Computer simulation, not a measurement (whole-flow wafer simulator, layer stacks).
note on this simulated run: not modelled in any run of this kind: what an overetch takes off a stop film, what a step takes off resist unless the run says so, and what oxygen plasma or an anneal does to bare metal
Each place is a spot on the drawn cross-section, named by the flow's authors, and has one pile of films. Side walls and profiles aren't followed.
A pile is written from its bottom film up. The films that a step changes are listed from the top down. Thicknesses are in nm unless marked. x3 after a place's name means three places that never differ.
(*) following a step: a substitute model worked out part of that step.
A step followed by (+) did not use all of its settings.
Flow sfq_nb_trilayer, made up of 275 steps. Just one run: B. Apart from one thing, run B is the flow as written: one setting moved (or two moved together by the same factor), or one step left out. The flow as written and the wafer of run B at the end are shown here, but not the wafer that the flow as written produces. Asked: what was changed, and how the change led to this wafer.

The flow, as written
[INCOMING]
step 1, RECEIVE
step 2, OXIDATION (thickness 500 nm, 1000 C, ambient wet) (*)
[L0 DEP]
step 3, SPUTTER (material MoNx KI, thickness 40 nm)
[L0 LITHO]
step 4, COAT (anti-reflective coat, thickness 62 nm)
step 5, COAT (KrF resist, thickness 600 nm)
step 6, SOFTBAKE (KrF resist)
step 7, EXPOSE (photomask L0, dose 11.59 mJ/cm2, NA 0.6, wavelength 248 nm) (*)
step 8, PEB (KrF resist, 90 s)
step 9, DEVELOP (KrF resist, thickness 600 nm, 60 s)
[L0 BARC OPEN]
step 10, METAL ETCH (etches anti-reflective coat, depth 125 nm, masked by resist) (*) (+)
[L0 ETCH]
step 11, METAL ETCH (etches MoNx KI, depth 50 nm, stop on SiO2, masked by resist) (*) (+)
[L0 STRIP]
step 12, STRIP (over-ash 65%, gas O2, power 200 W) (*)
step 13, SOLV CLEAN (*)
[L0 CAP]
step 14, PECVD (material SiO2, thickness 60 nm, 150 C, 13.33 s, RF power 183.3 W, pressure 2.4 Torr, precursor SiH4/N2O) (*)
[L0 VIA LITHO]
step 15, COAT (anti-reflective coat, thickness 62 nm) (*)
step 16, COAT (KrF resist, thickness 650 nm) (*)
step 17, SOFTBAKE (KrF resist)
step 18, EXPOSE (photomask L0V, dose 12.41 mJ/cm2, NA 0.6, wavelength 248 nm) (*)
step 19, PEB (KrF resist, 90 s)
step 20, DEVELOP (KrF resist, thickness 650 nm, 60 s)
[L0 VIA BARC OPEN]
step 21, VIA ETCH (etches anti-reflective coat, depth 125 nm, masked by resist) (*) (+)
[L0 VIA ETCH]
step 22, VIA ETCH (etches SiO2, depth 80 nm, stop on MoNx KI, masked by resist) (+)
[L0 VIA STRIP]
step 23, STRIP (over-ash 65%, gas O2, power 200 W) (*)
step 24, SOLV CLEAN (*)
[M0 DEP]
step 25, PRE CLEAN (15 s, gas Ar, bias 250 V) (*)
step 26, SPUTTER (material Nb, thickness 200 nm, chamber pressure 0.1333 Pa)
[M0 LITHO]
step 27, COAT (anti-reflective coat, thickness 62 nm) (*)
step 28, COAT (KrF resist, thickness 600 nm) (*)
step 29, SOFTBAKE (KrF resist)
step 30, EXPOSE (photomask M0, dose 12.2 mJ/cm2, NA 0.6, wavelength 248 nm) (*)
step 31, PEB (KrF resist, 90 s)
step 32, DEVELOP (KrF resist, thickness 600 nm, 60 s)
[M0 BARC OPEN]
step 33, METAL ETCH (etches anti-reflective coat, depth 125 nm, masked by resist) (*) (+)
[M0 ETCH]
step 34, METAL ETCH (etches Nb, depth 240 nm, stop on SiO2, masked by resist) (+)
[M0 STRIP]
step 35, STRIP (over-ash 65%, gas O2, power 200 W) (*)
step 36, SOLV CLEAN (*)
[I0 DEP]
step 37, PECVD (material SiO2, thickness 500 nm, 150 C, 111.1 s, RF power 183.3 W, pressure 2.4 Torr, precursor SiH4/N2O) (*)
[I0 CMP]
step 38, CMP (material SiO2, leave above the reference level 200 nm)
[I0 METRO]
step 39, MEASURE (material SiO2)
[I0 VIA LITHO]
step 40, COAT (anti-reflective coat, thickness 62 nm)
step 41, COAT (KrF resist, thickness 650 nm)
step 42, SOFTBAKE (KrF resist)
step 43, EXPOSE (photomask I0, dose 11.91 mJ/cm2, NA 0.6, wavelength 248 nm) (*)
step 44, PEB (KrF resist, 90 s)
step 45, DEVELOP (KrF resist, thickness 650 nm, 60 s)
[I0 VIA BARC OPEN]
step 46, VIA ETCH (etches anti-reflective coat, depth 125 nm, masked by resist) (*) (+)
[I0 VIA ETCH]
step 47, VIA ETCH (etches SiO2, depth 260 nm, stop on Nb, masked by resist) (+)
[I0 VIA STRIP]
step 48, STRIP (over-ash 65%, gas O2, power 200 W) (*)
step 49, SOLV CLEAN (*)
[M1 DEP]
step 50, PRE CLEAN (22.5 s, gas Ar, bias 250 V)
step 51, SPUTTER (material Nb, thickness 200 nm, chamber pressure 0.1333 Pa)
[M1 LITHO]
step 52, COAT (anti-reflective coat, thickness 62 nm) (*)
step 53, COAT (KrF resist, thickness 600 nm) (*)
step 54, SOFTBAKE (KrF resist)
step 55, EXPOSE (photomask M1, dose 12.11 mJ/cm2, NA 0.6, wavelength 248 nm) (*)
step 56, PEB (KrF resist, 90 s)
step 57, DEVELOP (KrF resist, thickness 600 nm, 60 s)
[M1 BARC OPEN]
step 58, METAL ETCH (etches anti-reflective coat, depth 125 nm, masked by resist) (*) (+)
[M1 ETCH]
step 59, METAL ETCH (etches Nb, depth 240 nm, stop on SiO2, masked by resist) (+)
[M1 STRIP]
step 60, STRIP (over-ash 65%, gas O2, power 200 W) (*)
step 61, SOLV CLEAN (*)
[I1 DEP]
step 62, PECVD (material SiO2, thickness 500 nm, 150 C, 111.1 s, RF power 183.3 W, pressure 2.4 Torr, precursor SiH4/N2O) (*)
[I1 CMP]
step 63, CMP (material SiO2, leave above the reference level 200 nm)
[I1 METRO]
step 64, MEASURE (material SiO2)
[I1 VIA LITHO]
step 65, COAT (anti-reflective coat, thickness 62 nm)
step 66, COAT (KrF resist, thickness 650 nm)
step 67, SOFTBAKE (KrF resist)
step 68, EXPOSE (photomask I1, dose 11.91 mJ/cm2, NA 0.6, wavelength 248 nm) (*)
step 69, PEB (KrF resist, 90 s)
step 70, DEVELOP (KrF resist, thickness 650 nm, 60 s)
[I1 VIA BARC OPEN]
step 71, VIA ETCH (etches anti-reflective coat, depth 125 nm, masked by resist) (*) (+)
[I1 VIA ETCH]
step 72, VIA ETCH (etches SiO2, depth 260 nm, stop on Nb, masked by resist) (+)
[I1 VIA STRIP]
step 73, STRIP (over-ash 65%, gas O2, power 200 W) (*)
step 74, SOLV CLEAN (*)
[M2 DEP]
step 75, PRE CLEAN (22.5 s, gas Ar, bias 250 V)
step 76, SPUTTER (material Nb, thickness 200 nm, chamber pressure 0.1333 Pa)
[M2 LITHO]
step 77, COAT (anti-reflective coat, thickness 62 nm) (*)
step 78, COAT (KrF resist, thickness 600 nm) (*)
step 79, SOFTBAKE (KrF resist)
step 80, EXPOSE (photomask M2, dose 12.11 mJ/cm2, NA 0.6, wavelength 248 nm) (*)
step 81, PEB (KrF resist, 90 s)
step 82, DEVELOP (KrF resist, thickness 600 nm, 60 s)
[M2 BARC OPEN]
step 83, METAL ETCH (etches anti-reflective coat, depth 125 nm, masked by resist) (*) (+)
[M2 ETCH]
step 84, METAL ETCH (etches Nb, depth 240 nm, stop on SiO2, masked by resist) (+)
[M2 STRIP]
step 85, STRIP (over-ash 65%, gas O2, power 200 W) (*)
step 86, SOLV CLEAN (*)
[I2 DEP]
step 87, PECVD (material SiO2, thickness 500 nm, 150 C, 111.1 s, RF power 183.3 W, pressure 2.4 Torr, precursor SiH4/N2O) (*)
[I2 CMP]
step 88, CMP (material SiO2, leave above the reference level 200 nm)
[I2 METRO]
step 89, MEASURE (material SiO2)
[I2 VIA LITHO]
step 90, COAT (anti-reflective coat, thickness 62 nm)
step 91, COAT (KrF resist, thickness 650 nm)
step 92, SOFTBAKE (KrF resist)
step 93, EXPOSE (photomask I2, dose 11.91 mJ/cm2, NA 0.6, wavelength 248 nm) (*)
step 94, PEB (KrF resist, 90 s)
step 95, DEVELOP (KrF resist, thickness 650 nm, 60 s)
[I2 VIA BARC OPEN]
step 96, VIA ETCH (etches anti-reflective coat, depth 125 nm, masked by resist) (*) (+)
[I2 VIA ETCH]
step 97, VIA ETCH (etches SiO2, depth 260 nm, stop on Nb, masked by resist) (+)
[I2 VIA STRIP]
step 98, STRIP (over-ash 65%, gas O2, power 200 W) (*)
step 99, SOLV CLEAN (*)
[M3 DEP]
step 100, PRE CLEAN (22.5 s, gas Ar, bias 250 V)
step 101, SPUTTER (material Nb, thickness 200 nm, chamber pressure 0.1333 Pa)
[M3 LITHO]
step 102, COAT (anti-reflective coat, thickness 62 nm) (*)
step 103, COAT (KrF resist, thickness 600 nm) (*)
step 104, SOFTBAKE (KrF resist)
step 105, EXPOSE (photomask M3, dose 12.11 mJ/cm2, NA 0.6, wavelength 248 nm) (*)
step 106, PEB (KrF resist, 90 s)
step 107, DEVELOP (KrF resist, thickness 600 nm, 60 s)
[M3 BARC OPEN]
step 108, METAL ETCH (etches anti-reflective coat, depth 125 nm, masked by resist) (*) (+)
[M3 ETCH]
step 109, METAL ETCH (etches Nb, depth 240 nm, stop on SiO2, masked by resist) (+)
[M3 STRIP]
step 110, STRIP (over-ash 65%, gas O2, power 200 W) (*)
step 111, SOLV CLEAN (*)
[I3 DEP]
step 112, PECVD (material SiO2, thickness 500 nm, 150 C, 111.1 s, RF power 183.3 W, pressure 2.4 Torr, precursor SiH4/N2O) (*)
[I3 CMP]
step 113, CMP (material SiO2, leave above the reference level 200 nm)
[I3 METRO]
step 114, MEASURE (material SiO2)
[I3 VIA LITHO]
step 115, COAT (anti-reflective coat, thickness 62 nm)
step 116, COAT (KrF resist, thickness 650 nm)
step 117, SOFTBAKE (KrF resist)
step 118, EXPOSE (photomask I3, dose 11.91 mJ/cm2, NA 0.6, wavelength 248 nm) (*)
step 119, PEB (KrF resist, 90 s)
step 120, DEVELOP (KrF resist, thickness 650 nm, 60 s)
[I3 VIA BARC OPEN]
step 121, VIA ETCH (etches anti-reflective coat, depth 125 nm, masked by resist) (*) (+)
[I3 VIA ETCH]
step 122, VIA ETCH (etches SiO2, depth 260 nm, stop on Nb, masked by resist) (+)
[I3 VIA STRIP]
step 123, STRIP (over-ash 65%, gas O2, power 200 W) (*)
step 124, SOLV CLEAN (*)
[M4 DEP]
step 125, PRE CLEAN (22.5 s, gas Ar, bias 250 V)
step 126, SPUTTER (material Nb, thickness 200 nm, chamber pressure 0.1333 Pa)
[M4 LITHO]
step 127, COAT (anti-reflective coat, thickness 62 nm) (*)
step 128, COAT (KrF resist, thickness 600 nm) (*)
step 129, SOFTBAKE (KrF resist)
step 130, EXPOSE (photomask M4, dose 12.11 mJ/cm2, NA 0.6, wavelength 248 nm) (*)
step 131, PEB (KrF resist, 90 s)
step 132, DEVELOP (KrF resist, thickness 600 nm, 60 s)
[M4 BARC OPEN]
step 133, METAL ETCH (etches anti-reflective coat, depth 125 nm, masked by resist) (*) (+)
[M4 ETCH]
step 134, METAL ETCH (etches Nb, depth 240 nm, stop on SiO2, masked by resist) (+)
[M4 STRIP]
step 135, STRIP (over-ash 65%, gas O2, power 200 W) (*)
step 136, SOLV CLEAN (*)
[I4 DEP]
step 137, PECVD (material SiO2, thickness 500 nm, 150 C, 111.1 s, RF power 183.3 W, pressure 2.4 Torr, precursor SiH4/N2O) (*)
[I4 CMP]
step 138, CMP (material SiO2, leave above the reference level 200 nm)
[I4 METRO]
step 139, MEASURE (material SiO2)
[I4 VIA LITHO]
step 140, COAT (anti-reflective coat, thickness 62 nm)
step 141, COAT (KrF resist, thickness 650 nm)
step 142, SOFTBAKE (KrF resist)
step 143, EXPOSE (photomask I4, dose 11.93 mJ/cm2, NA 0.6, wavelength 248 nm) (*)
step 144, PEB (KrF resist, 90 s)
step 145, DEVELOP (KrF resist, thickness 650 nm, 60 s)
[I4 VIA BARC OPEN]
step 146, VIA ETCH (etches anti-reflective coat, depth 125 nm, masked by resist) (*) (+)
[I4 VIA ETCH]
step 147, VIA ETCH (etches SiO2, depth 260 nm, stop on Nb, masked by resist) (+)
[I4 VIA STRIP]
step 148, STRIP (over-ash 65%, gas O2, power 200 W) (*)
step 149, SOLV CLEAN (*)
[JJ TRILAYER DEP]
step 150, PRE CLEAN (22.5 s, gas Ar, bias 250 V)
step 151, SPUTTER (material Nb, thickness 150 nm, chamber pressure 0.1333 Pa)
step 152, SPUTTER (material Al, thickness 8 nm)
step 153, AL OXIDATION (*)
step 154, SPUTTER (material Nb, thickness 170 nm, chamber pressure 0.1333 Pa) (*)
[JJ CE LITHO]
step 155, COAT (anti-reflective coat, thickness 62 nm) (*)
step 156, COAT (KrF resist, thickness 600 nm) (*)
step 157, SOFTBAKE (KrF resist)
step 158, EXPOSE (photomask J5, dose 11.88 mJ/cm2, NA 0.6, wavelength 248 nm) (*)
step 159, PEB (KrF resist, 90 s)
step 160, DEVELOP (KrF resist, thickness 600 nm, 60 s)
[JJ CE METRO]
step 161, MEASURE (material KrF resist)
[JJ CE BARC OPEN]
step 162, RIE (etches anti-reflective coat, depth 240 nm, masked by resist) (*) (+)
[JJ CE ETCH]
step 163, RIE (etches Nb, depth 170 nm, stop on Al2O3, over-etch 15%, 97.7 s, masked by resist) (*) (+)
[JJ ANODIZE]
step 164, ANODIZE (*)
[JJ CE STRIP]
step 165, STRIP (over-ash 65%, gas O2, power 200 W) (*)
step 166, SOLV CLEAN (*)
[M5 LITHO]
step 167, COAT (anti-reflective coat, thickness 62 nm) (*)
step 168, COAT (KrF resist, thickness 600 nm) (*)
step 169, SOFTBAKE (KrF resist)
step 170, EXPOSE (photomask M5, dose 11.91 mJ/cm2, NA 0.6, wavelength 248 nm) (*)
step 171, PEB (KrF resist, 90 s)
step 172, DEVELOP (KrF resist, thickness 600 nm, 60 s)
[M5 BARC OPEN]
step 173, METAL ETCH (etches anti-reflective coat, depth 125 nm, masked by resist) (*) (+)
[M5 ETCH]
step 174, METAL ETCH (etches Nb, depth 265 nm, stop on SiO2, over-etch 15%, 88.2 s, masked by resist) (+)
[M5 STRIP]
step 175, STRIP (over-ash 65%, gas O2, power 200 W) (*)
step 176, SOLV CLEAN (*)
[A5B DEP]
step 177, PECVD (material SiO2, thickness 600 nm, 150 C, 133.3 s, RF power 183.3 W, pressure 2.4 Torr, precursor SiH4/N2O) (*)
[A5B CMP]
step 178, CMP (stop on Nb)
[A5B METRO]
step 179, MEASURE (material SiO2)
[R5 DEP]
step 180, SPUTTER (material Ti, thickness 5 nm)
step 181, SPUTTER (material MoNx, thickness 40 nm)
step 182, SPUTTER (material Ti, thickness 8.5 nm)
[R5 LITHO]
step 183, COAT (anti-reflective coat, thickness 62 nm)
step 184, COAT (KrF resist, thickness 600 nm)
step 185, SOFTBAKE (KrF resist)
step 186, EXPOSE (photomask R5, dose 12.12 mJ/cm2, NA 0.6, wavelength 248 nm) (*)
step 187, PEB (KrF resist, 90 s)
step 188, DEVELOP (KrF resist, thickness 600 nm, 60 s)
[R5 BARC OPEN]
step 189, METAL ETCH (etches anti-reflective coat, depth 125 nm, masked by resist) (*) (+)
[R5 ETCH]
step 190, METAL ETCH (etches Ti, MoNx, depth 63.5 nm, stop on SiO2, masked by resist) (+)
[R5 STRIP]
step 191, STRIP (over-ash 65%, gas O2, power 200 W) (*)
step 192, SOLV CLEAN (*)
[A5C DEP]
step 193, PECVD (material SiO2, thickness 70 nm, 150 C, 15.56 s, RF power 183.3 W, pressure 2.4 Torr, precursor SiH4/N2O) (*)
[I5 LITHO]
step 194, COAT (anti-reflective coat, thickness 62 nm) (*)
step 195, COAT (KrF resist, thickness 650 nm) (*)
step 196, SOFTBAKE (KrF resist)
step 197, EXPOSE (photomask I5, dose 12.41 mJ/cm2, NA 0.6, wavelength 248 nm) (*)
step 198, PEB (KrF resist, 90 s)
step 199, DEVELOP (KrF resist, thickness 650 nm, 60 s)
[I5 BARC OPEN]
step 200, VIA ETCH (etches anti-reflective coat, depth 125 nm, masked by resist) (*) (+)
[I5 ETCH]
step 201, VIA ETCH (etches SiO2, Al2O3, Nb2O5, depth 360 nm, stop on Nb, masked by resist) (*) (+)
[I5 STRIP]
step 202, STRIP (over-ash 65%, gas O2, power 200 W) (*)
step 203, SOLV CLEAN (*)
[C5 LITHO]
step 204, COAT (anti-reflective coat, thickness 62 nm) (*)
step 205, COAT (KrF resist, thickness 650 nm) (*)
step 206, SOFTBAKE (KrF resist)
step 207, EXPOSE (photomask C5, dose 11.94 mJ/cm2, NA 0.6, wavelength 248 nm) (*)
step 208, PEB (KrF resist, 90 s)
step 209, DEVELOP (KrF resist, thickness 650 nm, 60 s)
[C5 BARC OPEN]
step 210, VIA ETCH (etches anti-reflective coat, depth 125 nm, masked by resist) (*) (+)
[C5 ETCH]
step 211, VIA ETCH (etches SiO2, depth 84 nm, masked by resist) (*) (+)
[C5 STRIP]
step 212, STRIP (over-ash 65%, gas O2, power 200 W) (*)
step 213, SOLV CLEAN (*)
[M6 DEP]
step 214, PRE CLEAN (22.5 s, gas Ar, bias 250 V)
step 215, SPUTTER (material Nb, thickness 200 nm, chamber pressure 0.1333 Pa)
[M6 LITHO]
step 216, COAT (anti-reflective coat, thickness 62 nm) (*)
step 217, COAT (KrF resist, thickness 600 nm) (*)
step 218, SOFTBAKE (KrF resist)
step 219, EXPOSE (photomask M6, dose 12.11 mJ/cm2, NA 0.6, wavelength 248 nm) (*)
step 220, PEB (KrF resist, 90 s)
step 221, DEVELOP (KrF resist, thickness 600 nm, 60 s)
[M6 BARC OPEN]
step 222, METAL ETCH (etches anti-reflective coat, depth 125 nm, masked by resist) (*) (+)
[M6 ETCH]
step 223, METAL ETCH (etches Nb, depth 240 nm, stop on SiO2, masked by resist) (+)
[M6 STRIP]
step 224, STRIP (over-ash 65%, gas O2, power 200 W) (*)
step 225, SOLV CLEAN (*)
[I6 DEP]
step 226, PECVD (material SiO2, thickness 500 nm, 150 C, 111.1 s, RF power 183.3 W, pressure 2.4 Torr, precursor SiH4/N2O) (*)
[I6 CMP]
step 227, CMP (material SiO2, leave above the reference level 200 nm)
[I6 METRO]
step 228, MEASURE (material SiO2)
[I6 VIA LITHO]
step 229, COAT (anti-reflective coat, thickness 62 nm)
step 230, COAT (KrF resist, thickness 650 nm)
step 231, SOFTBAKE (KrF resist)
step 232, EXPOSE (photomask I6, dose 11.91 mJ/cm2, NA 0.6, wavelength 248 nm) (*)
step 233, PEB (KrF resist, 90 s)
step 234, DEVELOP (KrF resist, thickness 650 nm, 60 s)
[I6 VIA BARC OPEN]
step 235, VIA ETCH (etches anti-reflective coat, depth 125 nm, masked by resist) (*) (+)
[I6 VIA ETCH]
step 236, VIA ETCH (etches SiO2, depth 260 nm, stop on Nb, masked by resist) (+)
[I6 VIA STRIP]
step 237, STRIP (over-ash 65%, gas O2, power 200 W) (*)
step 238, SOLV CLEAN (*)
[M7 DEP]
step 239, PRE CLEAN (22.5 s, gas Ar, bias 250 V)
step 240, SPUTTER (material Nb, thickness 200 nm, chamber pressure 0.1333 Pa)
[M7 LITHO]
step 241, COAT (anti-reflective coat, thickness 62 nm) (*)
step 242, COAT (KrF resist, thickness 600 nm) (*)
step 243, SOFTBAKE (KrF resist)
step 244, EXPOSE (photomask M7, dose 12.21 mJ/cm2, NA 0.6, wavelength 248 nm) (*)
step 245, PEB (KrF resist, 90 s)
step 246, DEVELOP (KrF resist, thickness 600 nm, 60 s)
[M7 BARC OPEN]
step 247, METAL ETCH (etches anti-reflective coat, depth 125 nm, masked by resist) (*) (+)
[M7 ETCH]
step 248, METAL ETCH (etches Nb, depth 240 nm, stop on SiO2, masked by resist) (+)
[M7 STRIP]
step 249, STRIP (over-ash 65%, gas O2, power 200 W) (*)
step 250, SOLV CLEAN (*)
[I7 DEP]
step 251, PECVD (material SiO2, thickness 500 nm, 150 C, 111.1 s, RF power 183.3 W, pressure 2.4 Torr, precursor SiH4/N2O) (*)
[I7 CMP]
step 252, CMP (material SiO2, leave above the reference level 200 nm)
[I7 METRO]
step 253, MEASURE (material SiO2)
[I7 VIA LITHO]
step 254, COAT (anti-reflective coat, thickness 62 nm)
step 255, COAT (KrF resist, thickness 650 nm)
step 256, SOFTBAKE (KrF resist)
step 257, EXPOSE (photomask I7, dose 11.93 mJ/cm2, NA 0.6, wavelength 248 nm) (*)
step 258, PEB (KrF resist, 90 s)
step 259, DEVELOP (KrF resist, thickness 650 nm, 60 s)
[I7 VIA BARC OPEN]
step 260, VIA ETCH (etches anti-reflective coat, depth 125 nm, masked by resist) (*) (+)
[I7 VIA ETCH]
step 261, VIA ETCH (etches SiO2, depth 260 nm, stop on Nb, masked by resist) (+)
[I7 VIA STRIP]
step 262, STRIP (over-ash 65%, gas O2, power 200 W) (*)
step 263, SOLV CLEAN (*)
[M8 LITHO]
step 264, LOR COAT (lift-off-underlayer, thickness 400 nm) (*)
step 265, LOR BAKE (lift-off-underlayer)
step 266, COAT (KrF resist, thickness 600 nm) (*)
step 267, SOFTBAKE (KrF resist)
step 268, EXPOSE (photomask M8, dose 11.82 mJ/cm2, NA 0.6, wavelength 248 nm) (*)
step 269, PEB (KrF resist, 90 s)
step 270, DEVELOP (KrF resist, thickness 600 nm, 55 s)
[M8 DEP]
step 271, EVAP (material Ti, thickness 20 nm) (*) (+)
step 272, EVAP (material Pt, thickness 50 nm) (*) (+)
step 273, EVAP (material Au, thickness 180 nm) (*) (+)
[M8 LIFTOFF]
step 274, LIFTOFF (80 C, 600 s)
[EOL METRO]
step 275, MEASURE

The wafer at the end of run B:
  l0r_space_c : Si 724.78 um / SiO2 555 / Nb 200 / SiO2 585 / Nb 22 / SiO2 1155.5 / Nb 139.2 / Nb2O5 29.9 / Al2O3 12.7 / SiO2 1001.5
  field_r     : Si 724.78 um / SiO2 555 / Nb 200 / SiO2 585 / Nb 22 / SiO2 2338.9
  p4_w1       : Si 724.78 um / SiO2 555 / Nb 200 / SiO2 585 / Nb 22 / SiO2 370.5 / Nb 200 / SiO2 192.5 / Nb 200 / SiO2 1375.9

The reason: step 84, METAL ETCH: depth 178 nm was run, whereas the flow has depth 240 nm.

How this came from the change, step by step:
  step 84, METAL ETCH (etches Nb, depth 240 nm, stop on SiO2, masked by resist) (+)
      field_l, be, be_sur and 81 more: Nb loses 178 (in the flow as written it would be: Nb loses 200 (all of it))
      v_sur, via_wl, via_w and 19 more: KrF resist loses 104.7 (in the flow as written it would be: KrF resist loses 141.2)
  step 85, STRIP (over-ash 65%, gas O2, power 200 W) (*)
      wl_j_sl, wl_jj, wl_j_sr and 12 more: KrF resist loses 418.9 (all of it), anti-reflective coat loses 62 (all of it) (in the flow as written it would be: KrF resist loses 382.4 (all of it), anti-reflective coat loses 62 (all of it))
      v_sur: KrF resist loses 416.5 (all of it), anti-reflective coat loses 61.4 (all of it) (in the flow as written it would be: KrF resist loses 380 (all of it), anti-reflective coat loses 61.4 (all of it))
      (and at 6 other places as well)
  step 87, PECVD (material SiO2, thickness 500 nm, 150 C, 111.1 s, RF power 183.3 W, pressure 2.4 Torr, precursor SiH4/N2O) (*)
      field_l, be, be_sur and 81 more: SiO2 gains 500 (new film) (in the flow as written it would be: SiO2 gains 500)
  step 88, CMP (material SiO2, leave above the reference level 200 nm)
      field_l, be, be_sur and 81 more: SiO2 loses 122 (in the flow as written it would be: SiO2 loses 100)
Taking metal films that touch as one body, l0r_space_c has 3 bodies (between them, from the top down: SiO2 1155.5; SiO2 585); the flow as written gives 2 bodies (between them, from the top down: SiO2 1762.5).
Taking metal films that touch as one body, field_r has 2 bodies (between them, from the top down: SiO2 585); the flow as written gives 1 body.
Taking metal films that touch as one body, p4_w1 has 4 bodies (between them, from the top down: SiO2 192.5; SiO2 370.5; SiO2 585); the flow as written gives 3 bodies (between them, from the top down: SiO2 192.5; SiO2 977.5).
